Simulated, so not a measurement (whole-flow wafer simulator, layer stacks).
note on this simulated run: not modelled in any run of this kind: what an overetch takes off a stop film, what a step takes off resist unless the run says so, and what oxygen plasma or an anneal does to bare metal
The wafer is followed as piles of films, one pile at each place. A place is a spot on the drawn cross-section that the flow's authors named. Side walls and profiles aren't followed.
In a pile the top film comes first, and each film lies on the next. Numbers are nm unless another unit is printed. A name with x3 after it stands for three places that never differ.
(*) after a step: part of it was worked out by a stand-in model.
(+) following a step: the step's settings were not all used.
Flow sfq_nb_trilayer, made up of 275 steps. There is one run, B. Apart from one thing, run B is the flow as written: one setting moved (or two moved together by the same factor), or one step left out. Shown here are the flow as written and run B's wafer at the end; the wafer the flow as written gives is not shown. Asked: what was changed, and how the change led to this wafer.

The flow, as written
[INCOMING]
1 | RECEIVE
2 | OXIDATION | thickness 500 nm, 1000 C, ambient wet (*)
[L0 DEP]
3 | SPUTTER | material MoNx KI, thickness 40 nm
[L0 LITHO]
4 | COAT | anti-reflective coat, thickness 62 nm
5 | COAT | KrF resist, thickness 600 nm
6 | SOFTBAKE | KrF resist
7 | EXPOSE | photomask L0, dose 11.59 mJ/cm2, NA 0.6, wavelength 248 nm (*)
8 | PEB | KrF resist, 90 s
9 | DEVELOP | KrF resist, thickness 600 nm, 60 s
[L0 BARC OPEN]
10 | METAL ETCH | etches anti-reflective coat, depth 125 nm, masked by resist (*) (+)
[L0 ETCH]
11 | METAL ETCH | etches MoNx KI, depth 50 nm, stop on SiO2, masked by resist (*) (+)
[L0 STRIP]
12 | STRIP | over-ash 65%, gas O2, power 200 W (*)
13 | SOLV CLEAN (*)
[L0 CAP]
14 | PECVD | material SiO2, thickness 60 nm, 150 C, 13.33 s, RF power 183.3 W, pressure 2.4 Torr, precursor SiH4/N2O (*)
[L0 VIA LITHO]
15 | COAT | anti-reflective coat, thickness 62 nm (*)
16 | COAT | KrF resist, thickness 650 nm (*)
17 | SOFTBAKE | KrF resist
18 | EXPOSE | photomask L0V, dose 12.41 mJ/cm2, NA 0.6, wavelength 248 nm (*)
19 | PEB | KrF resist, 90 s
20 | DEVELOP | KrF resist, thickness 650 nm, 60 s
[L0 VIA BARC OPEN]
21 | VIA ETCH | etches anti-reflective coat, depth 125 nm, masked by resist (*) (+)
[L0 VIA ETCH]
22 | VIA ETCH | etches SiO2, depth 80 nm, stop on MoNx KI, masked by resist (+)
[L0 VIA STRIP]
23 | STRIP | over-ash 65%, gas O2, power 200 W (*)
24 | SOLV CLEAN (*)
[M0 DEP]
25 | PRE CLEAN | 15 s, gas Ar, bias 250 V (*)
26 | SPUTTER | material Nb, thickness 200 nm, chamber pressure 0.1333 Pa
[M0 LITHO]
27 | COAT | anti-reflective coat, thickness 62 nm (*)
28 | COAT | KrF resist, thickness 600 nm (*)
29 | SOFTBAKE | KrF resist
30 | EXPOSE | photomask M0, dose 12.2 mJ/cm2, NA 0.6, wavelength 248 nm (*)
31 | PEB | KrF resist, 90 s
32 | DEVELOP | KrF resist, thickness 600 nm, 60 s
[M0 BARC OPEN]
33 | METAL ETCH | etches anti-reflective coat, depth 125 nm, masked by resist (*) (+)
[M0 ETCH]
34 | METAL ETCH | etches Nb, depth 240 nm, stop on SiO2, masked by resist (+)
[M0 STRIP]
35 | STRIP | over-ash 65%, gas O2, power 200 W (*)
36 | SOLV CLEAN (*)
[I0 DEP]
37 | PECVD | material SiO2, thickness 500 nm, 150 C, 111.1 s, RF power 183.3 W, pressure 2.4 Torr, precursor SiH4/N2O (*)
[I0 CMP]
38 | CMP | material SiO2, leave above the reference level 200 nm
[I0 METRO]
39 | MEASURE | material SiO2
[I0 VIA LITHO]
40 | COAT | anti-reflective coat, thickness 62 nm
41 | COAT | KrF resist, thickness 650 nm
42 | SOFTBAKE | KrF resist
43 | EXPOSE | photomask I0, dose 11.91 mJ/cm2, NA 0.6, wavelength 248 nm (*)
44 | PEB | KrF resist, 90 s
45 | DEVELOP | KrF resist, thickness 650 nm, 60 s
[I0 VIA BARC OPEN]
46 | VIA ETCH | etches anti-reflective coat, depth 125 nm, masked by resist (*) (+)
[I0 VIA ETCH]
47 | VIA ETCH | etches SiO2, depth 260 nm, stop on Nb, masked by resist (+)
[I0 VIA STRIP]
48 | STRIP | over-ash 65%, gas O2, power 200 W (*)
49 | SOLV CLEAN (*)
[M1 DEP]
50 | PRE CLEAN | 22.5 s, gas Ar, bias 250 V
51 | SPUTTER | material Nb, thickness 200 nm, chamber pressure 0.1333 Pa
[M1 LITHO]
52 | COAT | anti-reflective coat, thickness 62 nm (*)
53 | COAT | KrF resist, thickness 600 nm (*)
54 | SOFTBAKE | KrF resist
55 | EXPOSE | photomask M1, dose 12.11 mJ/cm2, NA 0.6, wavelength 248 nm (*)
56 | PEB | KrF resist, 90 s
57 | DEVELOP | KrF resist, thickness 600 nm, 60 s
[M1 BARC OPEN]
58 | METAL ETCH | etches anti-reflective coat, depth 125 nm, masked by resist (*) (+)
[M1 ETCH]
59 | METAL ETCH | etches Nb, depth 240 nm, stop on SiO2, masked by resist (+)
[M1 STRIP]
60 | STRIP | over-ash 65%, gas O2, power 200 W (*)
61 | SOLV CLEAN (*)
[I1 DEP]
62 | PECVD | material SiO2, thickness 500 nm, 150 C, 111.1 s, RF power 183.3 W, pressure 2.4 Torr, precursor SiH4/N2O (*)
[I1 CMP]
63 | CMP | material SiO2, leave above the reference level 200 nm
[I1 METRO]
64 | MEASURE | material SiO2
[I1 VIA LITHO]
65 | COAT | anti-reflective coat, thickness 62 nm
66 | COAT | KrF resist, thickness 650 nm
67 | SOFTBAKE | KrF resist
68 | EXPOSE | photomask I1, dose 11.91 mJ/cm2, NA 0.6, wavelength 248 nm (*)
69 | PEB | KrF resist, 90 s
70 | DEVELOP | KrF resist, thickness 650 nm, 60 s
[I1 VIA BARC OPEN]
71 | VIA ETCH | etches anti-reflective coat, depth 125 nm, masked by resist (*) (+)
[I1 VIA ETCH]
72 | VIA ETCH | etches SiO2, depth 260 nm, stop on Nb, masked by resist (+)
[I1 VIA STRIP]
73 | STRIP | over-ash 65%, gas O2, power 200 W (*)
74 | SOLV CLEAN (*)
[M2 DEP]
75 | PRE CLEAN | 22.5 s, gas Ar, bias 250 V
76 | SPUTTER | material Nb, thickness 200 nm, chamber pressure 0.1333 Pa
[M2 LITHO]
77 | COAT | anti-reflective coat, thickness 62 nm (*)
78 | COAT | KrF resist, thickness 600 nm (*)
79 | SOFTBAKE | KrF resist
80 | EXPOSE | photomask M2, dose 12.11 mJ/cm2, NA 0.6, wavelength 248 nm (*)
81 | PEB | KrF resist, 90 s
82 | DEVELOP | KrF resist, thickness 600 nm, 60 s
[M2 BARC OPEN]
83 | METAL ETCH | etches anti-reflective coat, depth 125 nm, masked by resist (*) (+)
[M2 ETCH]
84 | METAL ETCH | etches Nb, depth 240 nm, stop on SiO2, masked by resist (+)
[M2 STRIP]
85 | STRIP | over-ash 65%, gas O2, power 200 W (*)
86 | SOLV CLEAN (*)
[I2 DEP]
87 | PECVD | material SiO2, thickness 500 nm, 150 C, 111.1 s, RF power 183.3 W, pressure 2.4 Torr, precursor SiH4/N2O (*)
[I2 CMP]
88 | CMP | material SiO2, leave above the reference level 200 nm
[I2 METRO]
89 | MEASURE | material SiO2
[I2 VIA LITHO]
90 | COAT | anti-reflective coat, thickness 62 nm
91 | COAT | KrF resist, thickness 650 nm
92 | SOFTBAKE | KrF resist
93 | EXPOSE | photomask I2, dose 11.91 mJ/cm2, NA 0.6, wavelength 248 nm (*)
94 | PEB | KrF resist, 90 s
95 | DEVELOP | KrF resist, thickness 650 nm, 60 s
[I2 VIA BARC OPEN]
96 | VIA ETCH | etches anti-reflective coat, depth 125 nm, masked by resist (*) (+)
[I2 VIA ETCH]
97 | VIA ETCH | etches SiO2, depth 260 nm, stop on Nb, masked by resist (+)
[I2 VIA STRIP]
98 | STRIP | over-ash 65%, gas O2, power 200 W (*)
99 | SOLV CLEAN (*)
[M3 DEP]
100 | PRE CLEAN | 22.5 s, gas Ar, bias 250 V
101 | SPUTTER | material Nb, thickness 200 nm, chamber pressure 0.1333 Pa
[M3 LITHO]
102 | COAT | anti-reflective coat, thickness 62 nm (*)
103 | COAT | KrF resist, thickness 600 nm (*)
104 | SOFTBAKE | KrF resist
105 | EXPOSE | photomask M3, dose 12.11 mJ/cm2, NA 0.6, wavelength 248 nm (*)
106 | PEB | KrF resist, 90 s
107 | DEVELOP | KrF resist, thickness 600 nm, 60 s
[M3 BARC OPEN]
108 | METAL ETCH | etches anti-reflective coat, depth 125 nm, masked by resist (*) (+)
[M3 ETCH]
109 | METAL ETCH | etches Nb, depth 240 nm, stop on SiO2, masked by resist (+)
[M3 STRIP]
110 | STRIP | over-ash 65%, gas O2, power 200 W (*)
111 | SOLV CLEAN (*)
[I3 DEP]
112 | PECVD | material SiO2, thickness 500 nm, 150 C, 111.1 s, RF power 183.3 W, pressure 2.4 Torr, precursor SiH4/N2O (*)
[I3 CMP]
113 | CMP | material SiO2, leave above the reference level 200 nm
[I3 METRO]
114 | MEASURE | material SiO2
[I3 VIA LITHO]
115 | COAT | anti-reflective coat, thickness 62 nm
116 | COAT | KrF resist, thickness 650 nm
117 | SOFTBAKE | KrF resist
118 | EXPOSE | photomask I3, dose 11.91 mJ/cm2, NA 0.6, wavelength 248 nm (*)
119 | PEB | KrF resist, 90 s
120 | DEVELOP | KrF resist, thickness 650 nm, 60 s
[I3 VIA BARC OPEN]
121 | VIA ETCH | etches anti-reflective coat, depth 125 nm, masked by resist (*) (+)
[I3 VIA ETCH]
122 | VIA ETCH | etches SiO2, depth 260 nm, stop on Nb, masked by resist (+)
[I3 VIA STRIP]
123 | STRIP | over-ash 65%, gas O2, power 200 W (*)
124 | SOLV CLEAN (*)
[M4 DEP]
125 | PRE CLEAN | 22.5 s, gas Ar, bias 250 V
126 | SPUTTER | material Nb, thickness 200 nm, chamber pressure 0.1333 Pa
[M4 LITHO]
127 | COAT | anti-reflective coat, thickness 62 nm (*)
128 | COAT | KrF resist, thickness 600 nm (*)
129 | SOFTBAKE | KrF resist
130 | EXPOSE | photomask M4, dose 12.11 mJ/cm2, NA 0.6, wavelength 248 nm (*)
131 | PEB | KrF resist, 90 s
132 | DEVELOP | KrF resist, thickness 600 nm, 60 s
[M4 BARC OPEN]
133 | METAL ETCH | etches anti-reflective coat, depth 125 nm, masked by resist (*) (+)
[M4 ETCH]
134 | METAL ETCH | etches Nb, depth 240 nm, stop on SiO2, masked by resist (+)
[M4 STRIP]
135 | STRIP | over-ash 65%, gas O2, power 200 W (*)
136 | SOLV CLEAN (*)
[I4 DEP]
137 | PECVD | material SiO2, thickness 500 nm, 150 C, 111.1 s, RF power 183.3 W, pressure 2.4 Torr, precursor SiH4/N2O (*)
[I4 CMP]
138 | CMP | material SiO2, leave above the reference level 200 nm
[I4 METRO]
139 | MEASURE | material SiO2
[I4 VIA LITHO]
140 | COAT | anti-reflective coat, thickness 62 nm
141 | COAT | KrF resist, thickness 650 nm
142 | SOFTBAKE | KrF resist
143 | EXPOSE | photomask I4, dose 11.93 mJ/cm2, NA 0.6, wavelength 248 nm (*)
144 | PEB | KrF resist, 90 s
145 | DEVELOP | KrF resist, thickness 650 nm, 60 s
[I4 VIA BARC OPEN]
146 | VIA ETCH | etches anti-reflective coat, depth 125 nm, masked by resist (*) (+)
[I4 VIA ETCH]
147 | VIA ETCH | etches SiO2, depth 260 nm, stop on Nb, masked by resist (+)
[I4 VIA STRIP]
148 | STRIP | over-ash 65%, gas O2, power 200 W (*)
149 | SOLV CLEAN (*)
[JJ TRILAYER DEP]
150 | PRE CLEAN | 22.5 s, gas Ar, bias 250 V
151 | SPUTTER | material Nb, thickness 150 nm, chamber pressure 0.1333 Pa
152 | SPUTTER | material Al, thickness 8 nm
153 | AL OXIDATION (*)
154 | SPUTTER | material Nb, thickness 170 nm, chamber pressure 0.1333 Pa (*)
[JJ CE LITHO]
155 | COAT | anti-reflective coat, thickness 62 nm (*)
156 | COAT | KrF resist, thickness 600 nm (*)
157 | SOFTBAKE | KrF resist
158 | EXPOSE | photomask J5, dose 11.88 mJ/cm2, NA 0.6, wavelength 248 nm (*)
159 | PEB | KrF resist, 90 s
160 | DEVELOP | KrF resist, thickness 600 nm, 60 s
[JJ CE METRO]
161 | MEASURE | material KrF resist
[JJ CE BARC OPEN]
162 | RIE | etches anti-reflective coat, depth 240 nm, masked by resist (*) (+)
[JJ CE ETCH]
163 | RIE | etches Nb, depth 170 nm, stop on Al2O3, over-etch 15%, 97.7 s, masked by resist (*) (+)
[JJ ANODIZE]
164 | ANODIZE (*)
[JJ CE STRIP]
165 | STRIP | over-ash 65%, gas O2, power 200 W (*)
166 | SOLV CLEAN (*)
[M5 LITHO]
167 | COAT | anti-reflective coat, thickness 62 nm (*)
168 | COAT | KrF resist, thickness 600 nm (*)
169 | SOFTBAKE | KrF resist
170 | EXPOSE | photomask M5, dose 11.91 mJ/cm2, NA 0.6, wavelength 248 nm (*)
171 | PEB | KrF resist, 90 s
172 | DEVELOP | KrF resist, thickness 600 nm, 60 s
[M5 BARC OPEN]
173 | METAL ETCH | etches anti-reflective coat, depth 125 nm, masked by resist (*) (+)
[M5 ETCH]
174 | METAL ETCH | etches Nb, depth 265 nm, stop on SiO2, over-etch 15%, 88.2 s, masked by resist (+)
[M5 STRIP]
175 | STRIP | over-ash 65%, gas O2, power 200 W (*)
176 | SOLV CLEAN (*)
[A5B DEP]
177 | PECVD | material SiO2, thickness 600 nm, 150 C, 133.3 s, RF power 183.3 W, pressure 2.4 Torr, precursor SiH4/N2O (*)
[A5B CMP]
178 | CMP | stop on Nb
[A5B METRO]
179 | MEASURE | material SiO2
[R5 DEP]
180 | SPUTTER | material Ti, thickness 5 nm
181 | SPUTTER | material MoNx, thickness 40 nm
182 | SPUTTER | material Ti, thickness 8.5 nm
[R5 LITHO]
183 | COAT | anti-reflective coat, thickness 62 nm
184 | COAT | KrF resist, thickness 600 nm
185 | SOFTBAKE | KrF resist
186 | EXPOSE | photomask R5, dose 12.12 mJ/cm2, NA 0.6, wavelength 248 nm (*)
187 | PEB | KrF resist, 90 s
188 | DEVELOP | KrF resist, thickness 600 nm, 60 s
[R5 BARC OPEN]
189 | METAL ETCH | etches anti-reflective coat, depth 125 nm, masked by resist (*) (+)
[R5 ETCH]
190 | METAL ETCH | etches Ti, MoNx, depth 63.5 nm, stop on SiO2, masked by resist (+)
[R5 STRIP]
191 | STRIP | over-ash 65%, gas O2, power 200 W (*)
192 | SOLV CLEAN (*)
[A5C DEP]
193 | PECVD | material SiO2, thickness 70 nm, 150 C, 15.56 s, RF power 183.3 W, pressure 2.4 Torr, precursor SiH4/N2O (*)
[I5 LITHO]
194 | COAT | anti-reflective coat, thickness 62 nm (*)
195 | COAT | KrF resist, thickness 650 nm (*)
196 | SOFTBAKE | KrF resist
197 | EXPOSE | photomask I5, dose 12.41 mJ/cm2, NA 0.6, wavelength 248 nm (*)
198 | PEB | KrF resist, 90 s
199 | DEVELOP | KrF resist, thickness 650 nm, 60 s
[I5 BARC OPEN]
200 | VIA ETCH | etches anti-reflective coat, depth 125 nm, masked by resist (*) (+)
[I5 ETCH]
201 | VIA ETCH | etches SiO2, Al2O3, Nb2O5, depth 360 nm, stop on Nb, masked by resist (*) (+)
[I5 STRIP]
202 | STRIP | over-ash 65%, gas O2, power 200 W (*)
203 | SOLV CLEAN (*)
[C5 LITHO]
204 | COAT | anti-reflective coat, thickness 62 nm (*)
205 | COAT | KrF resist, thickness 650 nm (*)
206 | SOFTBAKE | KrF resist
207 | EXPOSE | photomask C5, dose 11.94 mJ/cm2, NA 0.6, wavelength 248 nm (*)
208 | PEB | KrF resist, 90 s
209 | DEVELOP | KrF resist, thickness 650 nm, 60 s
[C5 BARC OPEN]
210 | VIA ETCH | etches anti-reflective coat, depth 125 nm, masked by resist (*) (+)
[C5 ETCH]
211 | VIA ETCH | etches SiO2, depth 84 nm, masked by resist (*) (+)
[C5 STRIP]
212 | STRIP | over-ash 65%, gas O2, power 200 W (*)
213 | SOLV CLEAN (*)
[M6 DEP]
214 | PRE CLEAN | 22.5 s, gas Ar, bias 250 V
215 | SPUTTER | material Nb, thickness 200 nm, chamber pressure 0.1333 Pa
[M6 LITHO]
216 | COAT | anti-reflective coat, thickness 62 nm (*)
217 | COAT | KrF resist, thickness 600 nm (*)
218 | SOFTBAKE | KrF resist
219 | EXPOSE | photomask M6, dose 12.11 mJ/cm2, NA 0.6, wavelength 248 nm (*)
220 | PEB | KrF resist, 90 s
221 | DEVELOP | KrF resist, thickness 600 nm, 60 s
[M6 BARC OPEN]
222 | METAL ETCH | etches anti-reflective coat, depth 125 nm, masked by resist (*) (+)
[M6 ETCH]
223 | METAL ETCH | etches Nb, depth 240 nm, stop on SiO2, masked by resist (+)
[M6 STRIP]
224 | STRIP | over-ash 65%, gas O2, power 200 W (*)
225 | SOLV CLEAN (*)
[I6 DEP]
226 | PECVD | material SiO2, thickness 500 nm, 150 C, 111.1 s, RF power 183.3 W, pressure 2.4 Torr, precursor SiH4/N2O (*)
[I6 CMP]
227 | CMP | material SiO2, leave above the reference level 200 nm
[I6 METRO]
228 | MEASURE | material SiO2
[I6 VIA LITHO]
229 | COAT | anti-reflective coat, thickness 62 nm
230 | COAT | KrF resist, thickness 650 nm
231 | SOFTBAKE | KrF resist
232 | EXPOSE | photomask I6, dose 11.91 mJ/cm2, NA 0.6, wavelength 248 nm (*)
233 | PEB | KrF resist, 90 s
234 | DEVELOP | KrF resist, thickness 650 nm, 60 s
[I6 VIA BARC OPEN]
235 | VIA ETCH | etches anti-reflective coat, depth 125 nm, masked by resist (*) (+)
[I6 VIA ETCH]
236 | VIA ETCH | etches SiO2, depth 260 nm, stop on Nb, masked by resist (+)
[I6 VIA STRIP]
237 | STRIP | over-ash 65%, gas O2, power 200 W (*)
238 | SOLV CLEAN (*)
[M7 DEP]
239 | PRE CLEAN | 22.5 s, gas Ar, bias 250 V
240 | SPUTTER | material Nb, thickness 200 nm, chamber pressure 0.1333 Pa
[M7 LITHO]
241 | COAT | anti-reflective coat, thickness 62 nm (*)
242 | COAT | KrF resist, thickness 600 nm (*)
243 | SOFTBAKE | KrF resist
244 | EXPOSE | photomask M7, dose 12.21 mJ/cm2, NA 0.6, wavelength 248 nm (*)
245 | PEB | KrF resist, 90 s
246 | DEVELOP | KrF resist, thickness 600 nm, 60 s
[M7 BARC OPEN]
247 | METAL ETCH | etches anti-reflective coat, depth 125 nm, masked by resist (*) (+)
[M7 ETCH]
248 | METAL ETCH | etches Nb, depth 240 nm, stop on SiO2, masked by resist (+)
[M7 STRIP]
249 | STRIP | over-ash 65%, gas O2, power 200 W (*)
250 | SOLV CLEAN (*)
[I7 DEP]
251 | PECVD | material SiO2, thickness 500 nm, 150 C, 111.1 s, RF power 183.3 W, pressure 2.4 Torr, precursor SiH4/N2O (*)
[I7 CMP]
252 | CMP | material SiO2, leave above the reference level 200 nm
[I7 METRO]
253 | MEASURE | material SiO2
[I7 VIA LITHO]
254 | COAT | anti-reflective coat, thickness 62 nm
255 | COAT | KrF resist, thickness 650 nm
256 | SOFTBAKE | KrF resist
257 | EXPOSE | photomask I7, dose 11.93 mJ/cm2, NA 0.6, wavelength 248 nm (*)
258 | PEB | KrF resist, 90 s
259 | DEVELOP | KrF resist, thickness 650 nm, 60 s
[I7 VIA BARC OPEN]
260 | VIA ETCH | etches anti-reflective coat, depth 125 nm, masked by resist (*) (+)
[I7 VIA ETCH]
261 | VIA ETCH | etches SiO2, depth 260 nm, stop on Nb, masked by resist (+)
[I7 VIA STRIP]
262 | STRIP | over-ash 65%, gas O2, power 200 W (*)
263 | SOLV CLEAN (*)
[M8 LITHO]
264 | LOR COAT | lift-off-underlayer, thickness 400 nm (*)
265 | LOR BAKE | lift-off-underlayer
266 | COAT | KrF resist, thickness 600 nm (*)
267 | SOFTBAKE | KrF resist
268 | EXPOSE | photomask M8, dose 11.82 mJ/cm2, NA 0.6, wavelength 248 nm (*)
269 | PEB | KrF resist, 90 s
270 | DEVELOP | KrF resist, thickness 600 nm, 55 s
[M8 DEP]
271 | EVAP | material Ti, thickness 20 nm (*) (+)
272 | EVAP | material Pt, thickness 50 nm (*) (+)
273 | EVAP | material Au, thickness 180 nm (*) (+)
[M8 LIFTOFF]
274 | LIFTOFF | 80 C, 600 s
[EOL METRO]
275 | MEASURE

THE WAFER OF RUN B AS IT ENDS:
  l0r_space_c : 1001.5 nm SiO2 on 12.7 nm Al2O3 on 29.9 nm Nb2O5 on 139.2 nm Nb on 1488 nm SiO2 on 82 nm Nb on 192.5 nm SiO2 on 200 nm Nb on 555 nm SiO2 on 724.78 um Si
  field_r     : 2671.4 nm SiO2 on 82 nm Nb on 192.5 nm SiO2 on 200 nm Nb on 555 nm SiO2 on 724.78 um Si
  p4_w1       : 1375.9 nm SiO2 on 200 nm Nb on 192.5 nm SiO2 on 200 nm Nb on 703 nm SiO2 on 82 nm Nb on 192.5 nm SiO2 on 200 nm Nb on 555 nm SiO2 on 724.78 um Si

What caused this: step 59, METAL ETCH: depth 118 nm was run, while the flow as written has depth 240 nm.

The path from the change to this, step by step:
  59 | METAL ETCH | etches Nb, depth 240 nm, stop on SiO2, masked by resist (+)
      field_l, be, be_sur and 79 more: -118 Nb (it would be, as written: -200 Nb (all of it))
      v_sur, via_wl, via_w and 21 more: -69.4 KrF resist (it would be, as written: -141.2 KrF resist)
  60 | STRIP | over-ash 65%, gas O2, power 200 W (*)
      wl_j_sl, wl_jj, wl_j_sr and 13 more: -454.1 KrF resist (all of it), -62 anti-reflective coat (all of it) (it would be, as written: -382.4 KrF resist (all of it), -62 anti-reflective coat (all of it))
      v_sur: -437.6 KrF resist (all of it), -61.1 anti-reflective coat (all of it) (it would be, as written: -365.9 KrF resist (all of it), -61.1 anti-reflective coat (all of it))
      (as well as at 7 more places)
  62 | PECVD | material SiO2, thickness 500 nm, 150 C, 111.1 s, RF power 183.3 W, pressure 2.4 Torr, precursor SiH4/N2O (*)
      field_l, be, be_sur and 72 more: +500 SiO2 (new film) (it would be, as written: +500 SiO2)
      lsp_m, ln_m6, lsp_r, l0_sur, l0v: +500 SiO2 (new film) (it would be, as written: +494.9 SiO2)
      (as well as at 2 more places)
  63 | CMP | material SiO2, leave above the reference level 200 nm
      field_l, be, be_sur and 72 more: -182 SiO2 (it would be, as written: -100 SiO2)
      lsp_m, ln_m6, lsp_r, l0_sur, l0v: -182 SiO2 (it would be, as written: -94.9 SiO2)
      (as well as at 2 more places)
Taking metal films that touch as one body, l0r_space_c has 3 bodies (between them, from the top down: SiO2 1488; SiO2 192.5); the flow as written gives 2 bodies (between them, from the top down: SiO2 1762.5).
Taking metal films that touch as one body, field_r has 2 bodies (between them, from the top down: SiO2 192.5); the flow as written gives 1 body.
Taking metal films that touch as one body, p4_w1 has 4 bodies (between them, from the top down: SiO2 192.5; SiO2 703; SiO2 192.5); the flow as written gives 3 bodies (between them, from the top down: SiO2 192.5; SiO2 977.5).
